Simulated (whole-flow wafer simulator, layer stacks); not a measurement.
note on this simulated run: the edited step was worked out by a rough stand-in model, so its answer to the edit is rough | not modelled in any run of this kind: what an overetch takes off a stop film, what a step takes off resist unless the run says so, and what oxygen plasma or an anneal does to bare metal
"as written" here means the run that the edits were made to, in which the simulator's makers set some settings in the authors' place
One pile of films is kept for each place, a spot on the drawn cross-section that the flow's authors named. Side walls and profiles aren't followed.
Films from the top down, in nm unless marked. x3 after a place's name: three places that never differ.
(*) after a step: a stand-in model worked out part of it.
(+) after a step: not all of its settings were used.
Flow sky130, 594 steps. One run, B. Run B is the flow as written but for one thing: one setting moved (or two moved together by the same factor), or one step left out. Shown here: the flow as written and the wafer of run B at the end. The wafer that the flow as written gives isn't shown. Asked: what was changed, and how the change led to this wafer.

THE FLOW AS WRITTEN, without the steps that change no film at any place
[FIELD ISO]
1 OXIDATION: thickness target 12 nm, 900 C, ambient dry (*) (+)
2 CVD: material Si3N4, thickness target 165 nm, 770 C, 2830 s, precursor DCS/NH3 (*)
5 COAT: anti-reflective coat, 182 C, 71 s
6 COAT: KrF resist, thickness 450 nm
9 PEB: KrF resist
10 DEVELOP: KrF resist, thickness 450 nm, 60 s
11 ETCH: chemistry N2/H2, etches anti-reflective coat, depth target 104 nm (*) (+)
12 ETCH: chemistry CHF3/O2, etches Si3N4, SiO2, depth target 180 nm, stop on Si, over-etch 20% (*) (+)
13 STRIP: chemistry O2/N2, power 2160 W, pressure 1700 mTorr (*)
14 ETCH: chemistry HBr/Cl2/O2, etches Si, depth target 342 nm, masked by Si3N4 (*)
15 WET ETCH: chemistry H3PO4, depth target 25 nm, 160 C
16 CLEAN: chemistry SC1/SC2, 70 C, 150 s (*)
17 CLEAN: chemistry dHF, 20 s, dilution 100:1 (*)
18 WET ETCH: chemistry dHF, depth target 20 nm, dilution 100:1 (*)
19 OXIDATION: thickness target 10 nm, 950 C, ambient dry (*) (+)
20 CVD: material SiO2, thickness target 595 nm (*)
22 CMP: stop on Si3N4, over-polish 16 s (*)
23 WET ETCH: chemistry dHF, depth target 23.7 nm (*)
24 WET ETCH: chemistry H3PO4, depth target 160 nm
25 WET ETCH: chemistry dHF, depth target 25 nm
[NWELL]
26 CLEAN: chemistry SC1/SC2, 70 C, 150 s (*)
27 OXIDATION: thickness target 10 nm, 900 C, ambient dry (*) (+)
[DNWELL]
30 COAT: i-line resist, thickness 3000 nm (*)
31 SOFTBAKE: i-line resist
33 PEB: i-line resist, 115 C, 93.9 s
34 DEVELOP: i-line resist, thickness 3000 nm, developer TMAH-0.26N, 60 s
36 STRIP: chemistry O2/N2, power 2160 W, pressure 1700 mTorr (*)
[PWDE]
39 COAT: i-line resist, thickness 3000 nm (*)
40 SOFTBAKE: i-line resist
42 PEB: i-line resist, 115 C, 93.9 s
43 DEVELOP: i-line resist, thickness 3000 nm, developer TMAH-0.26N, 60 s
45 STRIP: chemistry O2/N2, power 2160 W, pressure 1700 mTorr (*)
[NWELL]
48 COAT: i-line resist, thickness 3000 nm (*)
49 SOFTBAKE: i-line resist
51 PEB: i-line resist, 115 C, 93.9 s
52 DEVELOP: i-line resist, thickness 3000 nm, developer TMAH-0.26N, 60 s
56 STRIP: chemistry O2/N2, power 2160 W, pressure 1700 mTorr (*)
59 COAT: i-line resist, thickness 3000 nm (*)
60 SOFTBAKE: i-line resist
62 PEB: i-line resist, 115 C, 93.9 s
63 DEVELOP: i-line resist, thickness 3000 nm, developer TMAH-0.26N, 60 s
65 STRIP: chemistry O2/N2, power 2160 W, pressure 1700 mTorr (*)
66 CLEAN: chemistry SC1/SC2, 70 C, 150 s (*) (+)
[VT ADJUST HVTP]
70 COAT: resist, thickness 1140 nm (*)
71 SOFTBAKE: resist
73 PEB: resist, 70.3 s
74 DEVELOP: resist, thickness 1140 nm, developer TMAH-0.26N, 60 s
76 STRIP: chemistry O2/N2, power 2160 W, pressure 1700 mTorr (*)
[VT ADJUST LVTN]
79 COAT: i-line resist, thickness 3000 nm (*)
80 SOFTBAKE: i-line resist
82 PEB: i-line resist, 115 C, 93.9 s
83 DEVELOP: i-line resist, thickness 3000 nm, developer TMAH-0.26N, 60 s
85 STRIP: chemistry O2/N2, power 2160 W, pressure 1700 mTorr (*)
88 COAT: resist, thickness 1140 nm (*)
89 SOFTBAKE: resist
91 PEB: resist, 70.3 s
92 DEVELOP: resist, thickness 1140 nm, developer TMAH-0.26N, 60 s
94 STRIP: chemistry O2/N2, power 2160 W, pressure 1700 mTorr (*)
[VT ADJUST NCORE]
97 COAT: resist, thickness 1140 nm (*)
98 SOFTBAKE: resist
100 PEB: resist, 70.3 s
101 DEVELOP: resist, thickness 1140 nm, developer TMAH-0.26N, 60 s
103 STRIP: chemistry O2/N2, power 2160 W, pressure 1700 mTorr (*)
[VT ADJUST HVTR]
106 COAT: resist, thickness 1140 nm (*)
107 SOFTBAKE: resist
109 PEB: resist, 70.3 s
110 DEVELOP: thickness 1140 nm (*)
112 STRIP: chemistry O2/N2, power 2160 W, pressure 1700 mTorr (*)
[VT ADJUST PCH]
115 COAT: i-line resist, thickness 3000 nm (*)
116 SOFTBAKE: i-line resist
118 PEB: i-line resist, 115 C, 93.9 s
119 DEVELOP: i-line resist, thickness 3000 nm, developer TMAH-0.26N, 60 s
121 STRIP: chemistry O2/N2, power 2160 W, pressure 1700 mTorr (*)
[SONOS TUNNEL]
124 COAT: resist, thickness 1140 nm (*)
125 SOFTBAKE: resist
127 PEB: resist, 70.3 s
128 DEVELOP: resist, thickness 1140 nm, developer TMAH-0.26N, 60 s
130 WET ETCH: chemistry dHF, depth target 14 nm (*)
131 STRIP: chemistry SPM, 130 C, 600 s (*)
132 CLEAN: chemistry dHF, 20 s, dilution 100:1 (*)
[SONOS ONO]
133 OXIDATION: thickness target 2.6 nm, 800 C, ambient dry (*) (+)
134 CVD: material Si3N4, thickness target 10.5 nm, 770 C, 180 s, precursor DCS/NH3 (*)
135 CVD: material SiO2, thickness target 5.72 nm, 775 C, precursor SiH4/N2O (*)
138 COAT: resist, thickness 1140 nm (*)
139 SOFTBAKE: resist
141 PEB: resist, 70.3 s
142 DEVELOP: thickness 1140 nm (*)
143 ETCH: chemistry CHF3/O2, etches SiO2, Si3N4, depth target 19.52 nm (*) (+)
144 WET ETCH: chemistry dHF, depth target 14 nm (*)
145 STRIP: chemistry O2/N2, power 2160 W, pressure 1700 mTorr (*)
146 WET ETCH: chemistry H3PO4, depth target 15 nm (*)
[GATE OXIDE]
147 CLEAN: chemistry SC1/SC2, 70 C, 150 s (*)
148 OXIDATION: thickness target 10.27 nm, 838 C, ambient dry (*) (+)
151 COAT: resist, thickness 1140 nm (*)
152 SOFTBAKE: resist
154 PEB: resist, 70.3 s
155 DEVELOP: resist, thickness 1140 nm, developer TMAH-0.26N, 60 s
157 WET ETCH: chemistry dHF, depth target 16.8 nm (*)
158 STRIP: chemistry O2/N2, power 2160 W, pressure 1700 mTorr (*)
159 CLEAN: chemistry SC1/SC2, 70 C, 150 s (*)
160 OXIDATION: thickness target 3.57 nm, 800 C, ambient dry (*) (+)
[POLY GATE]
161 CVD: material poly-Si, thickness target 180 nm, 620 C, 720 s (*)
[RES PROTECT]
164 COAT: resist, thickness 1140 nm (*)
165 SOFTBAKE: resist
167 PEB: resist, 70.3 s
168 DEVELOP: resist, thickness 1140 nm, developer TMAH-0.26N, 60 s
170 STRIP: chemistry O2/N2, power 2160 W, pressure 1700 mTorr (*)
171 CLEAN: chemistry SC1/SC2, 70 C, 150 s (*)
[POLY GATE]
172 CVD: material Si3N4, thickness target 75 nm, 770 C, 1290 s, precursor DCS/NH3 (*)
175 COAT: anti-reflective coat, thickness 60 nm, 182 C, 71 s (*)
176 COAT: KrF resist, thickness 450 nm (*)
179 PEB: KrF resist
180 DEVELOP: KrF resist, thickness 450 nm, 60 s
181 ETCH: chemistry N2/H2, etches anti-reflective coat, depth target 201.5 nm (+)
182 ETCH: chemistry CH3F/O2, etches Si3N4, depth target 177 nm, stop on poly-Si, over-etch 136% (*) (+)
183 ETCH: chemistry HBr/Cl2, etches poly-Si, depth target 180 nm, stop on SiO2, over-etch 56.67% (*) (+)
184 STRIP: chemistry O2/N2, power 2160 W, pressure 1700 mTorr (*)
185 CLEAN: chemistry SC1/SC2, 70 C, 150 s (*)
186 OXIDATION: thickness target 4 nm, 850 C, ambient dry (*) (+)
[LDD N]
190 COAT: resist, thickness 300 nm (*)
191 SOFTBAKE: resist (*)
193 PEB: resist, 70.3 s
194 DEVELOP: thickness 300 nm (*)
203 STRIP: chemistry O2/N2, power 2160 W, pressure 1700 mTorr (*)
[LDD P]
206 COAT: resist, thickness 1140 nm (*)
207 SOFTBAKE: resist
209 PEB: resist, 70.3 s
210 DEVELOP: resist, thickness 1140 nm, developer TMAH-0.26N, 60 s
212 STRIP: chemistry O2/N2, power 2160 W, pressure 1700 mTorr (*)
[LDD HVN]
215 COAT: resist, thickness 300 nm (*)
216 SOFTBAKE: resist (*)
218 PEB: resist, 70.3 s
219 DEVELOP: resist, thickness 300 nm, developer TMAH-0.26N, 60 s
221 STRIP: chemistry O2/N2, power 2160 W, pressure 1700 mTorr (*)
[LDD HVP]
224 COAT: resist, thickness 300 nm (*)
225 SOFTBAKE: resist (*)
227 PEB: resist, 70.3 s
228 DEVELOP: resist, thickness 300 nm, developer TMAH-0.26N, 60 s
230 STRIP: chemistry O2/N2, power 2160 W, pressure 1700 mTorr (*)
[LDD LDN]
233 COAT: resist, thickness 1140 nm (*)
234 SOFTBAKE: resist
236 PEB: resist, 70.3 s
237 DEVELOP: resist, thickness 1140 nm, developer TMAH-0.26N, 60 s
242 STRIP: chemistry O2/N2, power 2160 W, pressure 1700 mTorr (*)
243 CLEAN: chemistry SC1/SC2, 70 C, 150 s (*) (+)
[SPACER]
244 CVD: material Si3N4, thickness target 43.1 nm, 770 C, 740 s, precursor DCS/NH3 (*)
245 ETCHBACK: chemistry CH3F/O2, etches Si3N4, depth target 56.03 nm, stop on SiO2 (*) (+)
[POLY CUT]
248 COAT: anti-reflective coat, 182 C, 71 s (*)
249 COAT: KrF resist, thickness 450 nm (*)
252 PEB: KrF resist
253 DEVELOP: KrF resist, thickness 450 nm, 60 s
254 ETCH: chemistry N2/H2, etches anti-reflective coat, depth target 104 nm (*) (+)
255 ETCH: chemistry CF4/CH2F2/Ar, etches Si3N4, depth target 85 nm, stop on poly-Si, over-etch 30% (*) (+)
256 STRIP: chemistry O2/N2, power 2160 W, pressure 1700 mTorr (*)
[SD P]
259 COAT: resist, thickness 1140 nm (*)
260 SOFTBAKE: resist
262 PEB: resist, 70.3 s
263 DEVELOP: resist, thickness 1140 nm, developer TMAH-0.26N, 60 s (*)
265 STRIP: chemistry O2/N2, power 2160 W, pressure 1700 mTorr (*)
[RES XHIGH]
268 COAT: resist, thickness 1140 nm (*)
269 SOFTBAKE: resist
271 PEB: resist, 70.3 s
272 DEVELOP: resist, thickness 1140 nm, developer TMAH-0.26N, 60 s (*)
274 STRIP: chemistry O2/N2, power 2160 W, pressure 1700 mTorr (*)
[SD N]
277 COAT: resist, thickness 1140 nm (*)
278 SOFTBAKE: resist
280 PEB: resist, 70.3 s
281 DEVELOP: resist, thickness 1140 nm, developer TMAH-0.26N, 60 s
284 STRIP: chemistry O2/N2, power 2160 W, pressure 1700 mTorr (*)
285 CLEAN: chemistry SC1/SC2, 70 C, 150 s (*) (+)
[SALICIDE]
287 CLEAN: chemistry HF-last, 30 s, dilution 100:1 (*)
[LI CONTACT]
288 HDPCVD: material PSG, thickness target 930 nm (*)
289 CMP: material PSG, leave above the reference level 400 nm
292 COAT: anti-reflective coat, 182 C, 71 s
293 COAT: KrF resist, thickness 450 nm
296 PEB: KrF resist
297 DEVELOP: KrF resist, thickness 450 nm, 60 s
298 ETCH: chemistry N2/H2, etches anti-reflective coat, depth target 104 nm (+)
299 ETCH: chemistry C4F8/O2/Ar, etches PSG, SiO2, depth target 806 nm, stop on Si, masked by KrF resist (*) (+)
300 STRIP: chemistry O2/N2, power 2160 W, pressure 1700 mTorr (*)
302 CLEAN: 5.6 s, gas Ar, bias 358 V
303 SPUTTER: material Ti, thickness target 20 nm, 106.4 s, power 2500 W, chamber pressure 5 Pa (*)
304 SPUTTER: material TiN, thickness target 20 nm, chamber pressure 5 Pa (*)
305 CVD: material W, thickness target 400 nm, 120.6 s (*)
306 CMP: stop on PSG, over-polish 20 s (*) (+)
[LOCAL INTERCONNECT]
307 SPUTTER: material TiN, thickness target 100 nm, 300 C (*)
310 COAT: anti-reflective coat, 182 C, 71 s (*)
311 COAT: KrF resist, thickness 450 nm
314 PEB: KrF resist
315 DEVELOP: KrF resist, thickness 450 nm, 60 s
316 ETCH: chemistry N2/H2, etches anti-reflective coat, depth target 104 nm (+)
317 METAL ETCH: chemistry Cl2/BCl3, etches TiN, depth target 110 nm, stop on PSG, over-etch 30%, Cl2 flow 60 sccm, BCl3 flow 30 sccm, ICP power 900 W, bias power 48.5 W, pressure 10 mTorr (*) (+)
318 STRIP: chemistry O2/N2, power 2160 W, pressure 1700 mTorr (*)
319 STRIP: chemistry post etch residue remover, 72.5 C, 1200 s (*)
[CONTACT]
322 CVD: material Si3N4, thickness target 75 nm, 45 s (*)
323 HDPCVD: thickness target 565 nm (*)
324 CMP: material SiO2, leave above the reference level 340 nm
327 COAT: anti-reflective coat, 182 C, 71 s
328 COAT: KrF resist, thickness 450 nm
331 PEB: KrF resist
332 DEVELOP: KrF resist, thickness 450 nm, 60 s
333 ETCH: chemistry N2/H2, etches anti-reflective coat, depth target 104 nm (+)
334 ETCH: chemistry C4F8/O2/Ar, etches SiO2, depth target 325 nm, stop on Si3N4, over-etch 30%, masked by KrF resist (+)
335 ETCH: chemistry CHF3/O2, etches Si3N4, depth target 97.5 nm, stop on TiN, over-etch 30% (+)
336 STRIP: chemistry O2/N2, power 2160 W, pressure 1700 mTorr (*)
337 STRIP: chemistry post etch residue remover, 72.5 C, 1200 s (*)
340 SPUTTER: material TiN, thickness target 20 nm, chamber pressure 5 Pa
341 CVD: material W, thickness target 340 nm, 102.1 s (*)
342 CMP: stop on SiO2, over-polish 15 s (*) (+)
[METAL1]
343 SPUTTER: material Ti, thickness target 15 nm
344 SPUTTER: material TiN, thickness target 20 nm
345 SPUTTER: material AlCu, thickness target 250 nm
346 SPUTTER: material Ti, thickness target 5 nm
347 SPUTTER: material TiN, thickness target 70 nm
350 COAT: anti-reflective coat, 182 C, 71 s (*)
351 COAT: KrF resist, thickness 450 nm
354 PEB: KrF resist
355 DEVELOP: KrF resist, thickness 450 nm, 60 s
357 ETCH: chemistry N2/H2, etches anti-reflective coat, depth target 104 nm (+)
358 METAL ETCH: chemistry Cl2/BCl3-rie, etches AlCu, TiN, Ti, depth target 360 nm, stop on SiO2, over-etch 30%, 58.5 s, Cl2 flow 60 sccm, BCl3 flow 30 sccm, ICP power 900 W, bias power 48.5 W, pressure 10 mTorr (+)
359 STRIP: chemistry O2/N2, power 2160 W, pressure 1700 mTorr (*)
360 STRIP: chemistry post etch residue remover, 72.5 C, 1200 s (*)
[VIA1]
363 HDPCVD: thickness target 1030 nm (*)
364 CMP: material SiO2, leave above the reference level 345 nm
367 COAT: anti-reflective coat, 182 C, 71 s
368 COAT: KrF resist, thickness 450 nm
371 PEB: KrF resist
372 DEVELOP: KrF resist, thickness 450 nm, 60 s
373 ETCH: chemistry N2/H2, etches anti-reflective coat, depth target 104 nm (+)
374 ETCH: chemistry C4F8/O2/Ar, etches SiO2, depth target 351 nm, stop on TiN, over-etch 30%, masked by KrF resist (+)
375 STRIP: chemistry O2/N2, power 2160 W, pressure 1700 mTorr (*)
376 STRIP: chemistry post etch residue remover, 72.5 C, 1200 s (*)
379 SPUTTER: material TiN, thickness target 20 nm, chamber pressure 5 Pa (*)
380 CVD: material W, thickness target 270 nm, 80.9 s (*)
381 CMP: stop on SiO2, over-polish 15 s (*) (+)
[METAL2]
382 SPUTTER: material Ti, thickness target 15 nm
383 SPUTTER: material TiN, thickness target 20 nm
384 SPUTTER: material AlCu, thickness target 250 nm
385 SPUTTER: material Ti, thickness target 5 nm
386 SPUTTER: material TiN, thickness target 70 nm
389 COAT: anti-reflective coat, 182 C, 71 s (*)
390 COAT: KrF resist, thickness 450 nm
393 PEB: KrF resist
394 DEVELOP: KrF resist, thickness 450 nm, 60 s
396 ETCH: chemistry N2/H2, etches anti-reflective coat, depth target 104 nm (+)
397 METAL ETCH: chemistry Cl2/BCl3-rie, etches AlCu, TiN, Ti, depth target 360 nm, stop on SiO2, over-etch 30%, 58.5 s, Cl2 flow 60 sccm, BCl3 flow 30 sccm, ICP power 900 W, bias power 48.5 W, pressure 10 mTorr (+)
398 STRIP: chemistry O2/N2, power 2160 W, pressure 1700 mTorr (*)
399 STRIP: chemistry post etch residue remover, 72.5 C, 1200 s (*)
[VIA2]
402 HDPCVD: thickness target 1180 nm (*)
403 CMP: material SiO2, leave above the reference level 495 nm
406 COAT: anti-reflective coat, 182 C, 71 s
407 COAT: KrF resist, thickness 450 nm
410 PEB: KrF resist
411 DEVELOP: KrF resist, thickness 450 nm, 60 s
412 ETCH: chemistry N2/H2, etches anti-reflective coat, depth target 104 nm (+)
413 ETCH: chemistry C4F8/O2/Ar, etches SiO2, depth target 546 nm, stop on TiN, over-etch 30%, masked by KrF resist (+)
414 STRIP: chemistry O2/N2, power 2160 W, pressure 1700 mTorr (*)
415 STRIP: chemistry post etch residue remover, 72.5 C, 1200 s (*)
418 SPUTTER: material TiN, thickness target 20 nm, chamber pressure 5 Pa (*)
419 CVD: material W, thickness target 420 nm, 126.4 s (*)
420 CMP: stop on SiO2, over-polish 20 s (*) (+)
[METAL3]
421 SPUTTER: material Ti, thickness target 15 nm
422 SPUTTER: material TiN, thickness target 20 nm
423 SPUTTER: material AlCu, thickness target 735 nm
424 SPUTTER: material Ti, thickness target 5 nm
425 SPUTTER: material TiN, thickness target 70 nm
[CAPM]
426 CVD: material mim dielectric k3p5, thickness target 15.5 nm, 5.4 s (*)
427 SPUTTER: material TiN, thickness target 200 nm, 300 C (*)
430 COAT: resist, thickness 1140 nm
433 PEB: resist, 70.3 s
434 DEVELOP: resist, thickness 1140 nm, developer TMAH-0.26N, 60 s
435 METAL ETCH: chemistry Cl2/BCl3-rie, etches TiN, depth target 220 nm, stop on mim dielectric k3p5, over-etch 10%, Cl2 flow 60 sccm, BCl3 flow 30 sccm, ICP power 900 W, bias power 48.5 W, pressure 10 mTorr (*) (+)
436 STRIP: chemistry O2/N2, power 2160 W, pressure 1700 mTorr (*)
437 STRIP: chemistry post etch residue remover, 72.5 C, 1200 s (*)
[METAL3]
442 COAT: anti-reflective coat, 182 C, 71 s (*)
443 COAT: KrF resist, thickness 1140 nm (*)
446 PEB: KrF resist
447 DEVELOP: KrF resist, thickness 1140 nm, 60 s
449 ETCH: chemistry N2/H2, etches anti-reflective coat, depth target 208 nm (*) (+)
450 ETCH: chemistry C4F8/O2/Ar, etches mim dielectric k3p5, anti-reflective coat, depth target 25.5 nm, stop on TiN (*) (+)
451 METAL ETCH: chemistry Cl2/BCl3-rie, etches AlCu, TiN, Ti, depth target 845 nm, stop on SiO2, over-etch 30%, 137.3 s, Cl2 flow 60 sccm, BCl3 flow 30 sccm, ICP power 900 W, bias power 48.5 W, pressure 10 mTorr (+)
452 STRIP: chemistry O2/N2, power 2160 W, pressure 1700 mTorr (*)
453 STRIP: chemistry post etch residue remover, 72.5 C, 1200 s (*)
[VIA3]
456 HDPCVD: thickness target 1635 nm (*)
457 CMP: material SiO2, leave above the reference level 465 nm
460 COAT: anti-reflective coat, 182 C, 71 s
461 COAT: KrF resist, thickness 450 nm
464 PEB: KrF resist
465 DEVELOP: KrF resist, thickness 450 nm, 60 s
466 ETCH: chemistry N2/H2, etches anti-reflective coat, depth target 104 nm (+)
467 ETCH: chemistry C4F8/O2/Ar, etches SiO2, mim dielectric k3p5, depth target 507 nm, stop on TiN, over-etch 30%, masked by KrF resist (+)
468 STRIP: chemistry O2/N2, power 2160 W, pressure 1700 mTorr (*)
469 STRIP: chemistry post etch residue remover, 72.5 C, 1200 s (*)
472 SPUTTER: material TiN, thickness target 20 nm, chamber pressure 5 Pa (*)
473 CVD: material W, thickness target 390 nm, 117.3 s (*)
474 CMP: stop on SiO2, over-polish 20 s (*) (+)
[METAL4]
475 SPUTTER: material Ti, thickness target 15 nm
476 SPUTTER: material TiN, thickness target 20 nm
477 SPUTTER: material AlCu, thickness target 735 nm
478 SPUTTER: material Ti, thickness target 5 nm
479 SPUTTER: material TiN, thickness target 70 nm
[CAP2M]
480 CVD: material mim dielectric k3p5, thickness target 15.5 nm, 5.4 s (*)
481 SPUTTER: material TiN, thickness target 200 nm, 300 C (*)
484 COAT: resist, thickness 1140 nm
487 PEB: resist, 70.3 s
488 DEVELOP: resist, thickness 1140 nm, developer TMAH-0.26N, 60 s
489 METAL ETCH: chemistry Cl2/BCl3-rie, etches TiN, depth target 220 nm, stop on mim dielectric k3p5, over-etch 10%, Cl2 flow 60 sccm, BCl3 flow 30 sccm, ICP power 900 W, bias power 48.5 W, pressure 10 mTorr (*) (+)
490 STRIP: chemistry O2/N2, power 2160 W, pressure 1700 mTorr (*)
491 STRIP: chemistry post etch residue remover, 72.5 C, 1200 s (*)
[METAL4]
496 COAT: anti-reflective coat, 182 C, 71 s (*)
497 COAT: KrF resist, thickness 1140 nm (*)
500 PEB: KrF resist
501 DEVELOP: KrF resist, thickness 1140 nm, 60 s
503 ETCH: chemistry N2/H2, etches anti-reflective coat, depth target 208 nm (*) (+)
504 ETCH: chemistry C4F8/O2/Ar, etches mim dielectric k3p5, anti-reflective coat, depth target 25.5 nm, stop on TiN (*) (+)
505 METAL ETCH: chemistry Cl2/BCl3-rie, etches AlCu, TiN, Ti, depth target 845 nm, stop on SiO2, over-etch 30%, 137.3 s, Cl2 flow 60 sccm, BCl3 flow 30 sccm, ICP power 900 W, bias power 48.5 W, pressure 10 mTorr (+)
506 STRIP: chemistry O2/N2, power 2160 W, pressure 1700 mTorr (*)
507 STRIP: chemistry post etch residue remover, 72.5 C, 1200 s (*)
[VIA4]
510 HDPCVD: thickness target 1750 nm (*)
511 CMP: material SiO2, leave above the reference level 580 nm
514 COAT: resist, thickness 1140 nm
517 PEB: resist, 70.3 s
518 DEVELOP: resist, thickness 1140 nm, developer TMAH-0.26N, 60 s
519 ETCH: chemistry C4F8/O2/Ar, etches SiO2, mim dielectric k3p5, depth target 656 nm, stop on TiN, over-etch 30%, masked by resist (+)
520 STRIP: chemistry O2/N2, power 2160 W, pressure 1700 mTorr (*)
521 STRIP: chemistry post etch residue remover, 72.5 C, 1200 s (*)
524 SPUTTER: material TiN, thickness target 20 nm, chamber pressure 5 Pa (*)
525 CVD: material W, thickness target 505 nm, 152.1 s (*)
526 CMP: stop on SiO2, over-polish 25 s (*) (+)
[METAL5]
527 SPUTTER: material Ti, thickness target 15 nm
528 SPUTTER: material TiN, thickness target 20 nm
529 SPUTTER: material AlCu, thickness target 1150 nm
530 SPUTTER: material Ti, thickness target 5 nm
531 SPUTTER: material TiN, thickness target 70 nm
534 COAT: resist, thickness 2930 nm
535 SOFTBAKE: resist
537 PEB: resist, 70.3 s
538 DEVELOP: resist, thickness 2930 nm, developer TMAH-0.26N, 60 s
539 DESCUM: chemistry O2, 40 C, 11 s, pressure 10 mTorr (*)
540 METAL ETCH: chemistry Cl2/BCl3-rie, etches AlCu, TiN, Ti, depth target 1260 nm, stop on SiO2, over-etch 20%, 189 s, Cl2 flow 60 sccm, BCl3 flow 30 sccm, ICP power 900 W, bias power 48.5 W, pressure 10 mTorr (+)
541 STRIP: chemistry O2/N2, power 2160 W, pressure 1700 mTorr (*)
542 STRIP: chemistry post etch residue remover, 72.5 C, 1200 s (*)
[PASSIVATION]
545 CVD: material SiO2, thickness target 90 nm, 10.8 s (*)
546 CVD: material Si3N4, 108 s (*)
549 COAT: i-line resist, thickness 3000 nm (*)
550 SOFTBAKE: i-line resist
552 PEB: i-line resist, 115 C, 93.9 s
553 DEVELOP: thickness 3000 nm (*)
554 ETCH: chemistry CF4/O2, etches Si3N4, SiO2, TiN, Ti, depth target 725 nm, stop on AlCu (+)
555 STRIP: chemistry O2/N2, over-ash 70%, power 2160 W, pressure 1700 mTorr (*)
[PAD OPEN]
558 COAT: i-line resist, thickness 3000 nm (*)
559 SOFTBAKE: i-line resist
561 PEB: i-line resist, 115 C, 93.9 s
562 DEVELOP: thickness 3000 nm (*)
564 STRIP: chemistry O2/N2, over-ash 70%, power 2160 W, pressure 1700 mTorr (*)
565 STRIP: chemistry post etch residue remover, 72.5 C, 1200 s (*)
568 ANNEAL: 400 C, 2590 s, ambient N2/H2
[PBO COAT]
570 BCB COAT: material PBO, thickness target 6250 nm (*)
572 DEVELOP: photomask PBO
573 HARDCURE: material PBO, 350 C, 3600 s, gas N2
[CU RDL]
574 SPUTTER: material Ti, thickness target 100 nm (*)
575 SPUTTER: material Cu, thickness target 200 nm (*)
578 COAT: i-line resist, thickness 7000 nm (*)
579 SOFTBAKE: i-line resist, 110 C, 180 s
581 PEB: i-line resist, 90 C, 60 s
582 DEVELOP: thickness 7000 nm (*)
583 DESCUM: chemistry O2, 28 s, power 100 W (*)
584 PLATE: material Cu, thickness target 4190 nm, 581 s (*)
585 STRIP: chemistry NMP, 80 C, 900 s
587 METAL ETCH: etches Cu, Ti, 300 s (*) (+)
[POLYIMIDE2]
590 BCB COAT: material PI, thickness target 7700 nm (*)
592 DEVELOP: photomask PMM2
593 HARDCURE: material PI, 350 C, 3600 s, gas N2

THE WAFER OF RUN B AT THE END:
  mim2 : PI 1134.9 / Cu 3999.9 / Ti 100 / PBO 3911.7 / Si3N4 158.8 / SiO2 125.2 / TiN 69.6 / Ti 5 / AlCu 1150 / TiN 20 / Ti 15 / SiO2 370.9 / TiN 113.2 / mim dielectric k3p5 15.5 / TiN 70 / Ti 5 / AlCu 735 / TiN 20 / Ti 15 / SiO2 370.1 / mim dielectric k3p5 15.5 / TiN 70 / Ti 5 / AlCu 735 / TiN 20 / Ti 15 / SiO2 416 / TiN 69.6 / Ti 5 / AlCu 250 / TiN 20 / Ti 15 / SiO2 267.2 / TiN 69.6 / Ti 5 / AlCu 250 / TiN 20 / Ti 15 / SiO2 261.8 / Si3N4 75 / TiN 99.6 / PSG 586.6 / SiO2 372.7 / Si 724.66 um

The cause: step 481, SPUTTER: thickness target 114 nm was run, where the flow has thickness target 200 nm.

How the change led to this, step by step:
  481 SPUTTER: material TiN, thickness target 200 nm, 300 C (*)
      field, active, n_well and 189 more: TiN +114 (new film) (as written it would be: TiN +200 (new film))
  489 METAL ETCH: chemistry Cl2/BCl3-rie, etches TiN, depth target 220 nm, stop on mim dielectric k3p5, over-etch 10%, Cl2 flow 60 sccm, BCl3 flow 30 sccm, ICP power 900 W, bias power 48.5 W, pressure 10 mTorr (*) (+)
      field, active, n_well and 188 more: TiN -114 (all of it) (as written it would be: TiN -200 (all of it))
      mim2: resist -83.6 (as written it would be: resist -146.7)
  490 STRIP: chemistry O2/N2, power 2160 W, pressure 1700 mTorr (*)
      mim2: resist -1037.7 (all of it) (as written it would be: resist -974.6 (all of it))
  496 COAT: anti-reflective coat, 182 C, 71 s (*)
      iso_guard__w2: anti-reflective coat +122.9 (new film) (as written it would be: anti-reflective coat +177.8 (new film))
      mim2: anti-reflective coat +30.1 (new film) (as written it would be: anti-reflective coat +40.3 (new film))
  497 COAT: KrF resist, thickness 1140 nm (*)
      iso_guard__w2: KrF resist +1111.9 (new film) (as written it would be: KrF resist +1074.8 (new film))
      mim2: KrF resist +1093.3 (new film) (as written it would be: KrF resist +1018.9 (new film))
  506 STRIP: chemistry O2/N2, power 2160 W, pressure 1700 mTorr (*)
      iso_guard__w2: KrF resist -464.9 (all of it), anti-reflective coat -122.9 (all of it) (as written it would be: KrF resist -427.9 (all of it), anti-reflective coat -177.8 (all of it))
      mim2: KrF resist -446.3 (all of it), anti-reflective coat -30.1 (all of it) (as written it would be: KrF resist -372.1 (all of it), anti-reflective coat -40.3 (all of it))
  511 CMP: material SiO2, leave above the reference level 580 nm
      mim2: SiO2 -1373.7 (as written it would be: SiO2 -1459.7)
